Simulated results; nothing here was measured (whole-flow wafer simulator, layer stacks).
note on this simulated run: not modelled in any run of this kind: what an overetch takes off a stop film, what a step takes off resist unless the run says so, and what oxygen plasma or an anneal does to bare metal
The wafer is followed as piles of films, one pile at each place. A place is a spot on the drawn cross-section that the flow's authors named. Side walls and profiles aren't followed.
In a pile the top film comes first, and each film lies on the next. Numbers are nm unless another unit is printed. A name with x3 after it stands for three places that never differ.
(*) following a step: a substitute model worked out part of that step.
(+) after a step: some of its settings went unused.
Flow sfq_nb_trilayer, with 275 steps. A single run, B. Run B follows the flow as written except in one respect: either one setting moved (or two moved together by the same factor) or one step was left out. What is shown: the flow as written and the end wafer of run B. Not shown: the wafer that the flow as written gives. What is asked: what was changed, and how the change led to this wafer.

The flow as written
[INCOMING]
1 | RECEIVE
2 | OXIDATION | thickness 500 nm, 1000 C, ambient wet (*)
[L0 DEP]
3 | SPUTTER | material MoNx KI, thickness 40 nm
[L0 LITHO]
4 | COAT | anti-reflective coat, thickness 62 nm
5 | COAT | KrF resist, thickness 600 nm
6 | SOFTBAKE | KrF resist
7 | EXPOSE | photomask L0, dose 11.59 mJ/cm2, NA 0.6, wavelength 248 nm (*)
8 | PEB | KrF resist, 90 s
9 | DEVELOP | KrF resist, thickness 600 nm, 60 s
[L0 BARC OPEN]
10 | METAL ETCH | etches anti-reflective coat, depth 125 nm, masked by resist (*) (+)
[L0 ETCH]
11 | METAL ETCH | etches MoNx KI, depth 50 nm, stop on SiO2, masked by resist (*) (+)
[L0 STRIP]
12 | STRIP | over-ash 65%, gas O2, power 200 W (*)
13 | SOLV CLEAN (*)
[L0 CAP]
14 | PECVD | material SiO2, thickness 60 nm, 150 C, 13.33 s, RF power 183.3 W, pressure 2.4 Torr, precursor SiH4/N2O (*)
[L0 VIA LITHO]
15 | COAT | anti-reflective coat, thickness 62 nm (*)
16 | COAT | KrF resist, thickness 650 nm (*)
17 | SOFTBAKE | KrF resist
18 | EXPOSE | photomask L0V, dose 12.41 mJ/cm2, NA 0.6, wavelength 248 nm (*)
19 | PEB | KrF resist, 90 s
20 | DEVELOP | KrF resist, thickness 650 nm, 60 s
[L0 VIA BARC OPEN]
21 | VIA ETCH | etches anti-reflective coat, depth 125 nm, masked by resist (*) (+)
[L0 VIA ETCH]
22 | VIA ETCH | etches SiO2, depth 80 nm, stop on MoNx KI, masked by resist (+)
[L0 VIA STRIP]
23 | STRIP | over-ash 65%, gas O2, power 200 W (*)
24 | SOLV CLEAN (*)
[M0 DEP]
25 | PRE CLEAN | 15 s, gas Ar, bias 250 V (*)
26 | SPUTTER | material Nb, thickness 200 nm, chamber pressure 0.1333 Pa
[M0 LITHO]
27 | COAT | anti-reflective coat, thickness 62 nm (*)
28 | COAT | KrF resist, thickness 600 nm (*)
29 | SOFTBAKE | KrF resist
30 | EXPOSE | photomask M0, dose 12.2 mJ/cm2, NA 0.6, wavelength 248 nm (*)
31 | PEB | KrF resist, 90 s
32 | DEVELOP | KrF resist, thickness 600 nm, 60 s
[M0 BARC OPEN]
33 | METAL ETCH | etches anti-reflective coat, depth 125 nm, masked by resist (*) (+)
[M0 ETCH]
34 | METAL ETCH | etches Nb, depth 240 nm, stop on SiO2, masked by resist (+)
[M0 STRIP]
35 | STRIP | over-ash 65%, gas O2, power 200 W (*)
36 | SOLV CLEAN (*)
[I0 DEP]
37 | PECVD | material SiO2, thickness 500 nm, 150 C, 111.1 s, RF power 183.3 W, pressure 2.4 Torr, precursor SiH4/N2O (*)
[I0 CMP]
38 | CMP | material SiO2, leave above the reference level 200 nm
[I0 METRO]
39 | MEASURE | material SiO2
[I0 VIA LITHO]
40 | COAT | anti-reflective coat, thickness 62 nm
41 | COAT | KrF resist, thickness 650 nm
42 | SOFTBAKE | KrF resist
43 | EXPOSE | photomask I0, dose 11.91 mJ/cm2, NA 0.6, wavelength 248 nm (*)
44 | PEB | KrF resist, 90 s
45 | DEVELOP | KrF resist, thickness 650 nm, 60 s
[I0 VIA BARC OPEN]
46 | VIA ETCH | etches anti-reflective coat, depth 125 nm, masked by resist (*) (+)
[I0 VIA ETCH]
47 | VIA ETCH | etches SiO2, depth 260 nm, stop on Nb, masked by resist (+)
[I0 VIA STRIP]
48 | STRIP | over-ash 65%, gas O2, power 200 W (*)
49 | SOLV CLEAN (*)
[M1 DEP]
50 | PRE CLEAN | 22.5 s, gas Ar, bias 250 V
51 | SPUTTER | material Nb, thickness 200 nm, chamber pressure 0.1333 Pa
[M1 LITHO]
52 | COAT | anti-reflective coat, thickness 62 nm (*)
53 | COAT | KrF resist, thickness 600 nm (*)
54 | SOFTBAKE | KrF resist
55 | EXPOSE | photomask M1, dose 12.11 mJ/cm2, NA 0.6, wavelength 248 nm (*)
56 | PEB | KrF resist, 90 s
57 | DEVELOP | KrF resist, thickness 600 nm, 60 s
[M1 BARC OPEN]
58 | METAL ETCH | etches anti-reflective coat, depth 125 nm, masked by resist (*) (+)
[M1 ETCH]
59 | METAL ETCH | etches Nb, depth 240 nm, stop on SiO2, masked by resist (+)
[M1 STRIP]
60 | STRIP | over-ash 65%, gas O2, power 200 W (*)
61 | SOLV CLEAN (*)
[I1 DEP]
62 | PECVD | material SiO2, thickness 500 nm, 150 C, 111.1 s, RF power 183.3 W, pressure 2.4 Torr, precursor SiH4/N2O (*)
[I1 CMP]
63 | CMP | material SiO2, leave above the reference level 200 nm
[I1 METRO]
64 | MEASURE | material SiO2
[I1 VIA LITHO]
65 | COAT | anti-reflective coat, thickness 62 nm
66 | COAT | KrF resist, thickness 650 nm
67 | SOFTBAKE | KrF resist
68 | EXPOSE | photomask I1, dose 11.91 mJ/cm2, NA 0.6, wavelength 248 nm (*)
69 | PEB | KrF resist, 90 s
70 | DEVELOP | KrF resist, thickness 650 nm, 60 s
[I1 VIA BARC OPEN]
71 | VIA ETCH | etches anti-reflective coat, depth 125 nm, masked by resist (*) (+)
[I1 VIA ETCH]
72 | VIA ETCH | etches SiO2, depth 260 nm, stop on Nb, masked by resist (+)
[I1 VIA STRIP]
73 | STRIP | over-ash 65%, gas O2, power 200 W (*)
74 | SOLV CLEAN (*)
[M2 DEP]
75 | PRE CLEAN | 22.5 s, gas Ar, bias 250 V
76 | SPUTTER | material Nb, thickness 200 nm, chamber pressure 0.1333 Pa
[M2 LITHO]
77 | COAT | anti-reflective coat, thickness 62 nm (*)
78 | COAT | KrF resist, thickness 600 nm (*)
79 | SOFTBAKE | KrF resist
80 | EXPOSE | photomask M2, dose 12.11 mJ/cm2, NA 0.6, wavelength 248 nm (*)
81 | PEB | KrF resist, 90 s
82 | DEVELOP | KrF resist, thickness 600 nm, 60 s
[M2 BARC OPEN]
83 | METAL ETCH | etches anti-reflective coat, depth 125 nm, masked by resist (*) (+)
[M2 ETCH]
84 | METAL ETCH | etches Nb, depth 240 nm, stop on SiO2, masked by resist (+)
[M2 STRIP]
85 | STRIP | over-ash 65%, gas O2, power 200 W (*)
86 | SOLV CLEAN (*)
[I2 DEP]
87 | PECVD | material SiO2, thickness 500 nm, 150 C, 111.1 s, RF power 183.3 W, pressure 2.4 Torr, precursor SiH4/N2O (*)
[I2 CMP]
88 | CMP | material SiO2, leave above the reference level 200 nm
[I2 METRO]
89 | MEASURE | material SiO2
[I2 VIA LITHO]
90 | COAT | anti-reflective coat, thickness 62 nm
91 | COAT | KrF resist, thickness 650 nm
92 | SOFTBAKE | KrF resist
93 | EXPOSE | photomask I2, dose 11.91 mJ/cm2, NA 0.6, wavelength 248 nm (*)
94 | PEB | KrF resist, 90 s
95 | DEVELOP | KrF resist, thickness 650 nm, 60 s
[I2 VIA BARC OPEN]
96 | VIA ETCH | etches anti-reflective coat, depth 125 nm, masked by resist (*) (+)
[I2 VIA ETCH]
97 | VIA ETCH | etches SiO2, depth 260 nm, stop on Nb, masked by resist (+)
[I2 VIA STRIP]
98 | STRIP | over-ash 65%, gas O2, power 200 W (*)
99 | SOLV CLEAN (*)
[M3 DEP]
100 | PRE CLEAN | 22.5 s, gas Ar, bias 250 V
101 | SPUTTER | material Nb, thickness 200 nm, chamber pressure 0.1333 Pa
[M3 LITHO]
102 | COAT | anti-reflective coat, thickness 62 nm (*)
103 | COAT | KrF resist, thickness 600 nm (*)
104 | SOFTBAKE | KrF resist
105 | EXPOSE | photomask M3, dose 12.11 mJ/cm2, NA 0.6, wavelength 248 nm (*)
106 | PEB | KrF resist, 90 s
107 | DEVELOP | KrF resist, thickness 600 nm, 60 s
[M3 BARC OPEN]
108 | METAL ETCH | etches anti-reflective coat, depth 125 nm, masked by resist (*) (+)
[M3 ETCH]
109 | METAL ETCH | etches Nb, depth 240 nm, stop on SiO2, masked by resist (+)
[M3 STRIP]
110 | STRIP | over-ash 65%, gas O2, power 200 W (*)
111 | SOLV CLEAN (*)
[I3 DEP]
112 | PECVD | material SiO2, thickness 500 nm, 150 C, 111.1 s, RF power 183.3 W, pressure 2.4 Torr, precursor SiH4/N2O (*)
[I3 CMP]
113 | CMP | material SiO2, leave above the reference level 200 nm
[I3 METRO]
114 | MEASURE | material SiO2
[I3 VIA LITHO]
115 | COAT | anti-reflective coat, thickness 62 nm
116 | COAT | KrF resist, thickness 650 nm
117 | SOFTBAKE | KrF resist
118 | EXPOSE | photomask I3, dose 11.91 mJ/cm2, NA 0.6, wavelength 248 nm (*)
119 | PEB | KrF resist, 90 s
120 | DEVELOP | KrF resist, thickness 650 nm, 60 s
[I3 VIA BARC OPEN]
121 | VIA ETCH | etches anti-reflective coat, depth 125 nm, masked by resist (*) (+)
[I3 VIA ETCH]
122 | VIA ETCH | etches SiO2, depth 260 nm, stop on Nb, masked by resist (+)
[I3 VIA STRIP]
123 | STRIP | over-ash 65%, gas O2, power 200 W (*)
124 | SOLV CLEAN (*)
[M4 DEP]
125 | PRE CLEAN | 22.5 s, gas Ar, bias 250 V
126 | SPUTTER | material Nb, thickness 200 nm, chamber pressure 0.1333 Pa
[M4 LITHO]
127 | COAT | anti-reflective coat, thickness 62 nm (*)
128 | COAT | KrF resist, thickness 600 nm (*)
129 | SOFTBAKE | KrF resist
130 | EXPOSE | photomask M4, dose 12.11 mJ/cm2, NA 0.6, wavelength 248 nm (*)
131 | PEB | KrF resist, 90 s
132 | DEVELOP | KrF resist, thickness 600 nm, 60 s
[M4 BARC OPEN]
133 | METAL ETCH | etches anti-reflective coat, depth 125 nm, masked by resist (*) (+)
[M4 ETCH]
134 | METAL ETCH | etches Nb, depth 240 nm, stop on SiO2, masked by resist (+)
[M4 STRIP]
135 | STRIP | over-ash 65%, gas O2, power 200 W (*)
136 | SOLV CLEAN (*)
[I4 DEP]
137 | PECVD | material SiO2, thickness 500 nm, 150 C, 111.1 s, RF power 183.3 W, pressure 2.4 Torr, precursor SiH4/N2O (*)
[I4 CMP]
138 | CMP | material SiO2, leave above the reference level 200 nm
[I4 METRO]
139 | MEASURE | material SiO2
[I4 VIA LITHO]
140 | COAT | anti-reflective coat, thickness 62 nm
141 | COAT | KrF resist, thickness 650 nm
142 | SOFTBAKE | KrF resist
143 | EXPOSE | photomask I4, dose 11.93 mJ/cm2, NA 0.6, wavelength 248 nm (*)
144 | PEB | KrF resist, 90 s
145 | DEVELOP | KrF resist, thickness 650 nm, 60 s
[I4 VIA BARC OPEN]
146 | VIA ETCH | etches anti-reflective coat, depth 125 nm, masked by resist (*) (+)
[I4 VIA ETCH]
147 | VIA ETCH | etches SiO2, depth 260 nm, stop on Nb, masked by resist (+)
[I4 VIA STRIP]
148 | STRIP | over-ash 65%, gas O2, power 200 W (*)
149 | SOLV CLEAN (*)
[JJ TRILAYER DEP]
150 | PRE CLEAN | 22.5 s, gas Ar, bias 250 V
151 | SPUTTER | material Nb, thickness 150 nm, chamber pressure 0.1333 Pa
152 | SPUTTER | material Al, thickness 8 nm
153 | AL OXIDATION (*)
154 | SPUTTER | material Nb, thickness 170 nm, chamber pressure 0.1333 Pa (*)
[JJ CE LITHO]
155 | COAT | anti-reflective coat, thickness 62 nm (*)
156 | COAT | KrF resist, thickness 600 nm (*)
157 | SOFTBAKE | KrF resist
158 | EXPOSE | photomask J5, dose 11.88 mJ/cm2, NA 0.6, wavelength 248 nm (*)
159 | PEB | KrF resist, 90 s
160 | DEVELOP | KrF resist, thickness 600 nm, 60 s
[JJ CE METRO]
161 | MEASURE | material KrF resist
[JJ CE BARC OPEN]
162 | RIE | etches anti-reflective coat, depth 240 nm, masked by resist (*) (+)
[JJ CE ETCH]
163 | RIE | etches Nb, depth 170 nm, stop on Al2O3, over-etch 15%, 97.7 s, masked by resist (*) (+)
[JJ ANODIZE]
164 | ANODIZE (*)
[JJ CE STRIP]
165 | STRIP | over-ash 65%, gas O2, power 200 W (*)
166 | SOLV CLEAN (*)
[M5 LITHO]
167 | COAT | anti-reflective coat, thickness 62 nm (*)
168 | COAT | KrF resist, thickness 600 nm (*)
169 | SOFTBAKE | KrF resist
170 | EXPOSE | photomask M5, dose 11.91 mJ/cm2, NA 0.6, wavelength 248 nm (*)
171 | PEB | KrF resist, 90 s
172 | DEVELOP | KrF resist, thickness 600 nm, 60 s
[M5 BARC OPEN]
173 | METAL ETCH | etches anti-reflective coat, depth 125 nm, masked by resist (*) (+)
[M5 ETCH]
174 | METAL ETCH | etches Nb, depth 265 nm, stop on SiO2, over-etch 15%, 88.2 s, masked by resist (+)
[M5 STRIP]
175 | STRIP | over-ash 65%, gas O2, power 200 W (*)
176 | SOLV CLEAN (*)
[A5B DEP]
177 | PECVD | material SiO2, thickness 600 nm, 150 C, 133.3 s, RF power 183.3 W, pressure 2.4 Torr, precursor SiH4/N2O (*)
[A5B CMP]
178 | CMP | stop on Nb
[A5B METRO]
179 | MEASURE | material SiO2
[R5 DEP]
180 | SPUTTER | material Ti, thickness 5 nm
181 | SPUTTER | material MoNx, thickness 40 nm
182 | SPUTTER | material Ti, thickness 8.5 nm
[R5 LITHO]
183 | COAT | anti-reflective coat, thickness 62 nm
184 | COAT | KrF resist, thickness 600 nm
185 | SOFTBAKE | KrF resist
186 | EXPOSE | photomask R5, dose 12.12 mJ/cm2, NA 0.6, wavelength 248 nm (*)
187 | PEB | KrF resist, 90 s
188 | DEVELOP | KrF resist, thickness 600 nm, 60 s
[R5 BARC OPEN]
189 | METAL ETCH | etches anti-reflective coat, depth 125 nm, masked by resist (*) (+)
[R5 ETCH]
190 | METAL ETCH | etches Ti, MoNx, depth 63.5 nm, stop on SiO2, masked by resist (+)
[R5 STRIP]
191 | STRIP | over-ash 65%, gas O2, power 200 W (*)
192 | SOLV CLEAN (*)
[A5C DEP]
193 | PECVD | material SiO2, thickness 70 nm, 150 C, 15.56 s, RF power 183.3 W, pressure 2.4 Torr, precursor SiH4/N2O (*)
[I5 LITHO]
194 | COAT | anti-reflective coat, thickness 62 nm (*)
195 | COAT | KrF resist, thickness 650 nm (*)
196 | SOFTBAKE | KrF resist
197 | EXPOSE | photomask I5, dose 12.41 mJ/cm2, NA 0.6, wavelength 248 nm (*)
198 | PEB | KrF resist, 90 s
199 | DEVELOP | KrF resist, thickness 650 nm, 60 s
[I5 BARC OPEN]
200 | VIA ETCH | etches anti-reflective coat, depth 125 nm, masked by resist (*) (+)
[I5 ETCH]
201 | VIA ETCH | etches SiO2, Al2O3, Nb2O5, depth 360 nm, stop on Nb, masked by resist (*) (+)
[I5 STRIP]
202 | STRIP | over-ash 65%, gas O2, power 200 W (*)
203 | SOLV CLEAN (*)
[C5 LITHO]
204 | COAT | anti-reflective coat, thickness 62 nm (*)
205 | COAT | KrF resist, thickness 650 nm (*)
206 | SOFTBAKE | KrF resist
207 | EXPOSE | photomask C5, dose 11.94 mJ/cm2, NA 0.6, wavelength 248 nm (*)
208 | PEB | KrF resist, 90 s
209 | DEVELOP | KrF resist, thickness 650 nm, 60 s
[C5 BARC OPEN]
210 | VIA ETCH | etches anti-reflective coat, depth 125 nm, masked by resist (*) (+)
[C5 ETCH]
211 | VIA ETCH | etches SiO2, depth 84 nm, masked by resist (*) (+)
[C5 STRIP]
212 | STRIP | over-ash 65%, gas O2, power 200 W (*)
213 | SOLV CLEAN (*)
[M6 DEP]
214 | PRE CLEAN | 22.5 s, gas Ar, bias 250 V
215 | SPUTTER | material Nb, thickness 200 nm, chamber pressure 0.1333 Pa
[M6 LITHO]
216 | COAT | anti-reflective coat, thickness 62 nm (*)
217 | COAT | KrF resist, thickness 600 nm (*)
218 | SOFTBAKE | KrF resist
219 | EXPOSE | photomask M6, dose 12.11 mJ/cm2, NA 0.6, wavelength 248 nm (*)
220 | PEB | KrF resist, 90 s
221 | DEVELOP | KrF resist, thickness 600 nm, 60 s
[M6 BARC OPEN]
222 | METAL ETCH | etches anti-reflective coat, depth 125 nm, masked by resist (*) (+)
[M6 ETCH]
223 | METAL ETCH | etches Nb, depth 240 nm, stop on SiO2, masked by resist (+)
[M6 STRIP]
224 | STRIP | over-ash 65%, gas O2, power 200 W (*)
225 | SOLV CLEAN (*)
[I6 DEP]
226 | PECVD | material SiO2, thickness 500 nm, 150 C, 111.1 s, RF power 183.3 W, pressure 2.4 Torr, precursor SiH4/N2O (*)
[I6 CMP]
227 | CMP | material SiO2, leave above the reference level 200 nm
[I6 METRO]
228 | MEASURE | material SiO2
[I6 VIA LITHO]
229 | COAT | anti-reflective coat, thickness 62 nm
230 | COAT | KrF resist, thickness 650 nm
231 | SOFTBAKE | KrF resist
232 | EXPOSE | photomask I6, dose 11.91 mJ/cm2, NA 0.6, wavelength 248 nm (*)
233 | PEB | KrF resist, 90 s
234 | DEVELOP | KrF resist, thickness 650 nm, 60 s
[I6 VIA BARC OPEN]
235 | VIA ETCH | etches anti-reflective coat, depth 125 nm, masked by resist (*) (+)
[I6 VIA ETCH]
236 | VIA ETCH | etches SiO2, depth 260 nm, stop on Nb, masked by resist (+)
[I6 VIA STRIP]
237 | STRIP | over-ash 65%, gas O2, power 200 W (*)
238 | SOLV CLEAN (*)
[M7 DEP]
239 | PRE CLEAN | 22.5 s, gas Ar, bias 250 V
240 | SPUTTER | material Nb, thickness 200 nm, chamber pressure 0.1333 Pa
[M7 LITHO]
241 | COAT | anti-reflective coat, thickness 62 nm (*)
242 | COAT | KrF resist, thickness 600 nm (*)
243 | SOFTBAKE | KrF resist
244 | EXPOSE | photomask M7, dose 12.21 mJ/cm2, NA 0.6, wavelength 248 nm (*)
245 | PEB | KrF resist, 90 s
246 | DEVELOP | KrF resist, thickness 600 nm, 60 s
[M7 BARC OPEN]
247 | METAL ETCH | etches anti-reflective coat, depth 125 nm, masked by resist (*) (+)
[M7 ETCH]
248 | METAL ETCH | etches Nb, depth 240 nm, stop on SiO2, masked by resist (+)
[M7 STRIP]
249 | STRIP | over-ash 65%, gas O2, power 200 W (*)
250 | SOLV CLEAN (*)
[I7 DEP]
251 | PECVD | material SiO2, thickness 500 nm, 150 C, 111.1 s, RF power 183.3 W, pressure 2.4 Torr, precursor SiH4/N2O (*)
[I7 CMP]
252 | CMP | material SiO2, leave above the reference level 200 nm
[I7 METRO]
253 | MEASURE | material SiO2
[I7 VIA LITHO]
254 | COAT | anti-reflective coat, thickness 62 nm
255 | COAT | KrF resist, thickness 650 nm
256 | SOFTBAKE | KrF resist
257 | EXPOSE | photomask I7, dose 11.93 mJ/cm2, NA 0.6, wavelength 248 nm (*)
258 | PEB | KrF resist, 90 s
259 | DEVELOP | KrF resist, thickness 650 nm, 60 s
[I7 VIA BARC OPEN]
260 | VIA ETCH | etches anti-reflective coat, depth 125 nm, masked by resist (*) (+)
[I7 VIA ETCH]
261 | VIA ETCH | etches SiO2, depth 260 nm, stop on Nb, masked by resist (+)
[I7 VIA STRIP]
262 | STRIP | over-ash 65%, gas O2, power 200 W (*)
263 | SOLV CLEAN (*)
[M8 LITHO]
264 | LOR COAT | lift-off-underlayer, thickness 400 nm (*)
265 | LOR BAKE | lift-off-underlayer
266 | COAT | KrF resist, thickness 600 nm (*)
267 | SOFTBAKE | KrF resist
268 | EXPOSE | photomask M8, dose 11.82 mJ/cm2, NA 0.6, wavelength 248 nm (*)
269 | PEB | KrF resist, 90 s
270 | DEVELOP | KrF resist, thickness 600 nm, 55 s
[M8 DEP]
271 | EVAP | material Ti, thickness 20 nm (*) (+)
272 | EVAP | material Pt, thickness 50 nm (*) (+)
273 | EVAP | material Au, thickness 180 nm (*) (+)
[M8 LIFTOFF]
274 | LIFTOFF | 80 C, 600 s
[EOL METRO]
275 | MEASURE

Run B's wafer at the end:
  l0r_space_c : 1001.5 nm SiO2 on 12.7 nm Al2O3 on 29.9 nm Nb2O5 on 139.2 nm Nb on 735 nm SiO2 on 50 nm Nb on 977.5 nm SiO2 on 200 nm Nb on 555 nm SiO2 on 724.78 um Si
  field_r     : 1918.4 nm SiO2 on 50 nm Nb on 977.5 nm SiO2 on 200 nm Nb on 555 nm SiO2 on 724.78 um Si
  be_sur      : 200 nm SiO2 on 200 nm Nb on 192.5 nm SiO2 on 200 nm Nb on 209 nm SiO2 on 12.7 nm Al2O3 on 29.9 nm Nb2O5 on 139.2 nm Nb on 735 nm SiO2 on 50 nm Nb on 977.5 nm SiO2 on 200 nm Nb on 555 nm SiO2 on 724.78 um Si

The reason: step 109, METAL ETCH: depth 150 nm was run, while the flow as written has depth 240 nm.

How this came from the change, step by step:
  109 | METAL ETCH | etches Nb, depth 240 nm, stop on SiO2, masked by resist (+)
      field_l, be, be_sur and 72 more: Nb loses 150 (in the flow as written it would be: Nb loses 200 (all of it))
      v_sur, via_wl, via_w and 28 more: KrF resist loses 88.2 (in the flow as written it would be: KrF resist loses 141.2)
  110 | STRIP | over-ash 65%, gas O2, power 200 W (*)
      p4_w1, p4_w2, p4_w3 and 21 more: KrF resist loses 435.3 (all of it), anti-reflective coat loses 62 (all of it) (in the flow as written it would be: KrF resist loses 382.4 (all of it), anti-reflective coat loses 62 (all of it))
      v_sur: KrF resist loses 418.3 (all of it), anti-reflective coat loses 61.1 (all of it) (in the flow as written it would be: KrF resist loses 365.3 (all of it), anti-reflective coat loses 61.1 (all of it))
      (and at 6 other places as well)
  112 | PECVD | material SiO2, thickness 500 nm, 150 C, 111.1 s, RF power 183.3 W, pressure 2.4 Torr, precursor SiH4/N2O (*)
      field_l, be, be_sur and 64 more: SiO2 gains 500 (new film) (in the flow as written it would be: SiO2 gains 500)
      p4_g1, p4_g2, p3_s0, p3_s1, p3_s2, p3_s3, p3_s4, p3_s5: SiO2 gains 507.1 (new film) (in the flow as written it would be: SiO2 gains 557.1)
  113 | CMP | material SiO2, leave above the reference level 200 nm
      field_l, be, be_sur and 64 more: SiO2 loses 150 (in the flow as written it would be: SiO2 loses 100)
Taking metal films that touch as one body, l0r_space_c has 3 bodies (between them, from the top down: SiO2 735; SiO2 977.5); the flow as written gives 2 bodies (between them, from the top down: SiO2 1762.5).
Taking metal films that touch as one body, field_r has 2 bodies (between them, from the top down: SiO2 977.5); the flow as written gives 1 body.
Taking metal films that touch as one body, be_sur has 5 bodies (between them, from the top down: SiO2 192.5; SiO2 209 / Al2O3 12.7 / Nb2O5 29.9; SiO2 735; SiO2 977.5); the flow as written gives 4 bodies (between them, from the top down: SiO2 192.5; SiO2 209 / Al2O3 12.7 / Nb2O5 29.9; SiO2 1762.5).
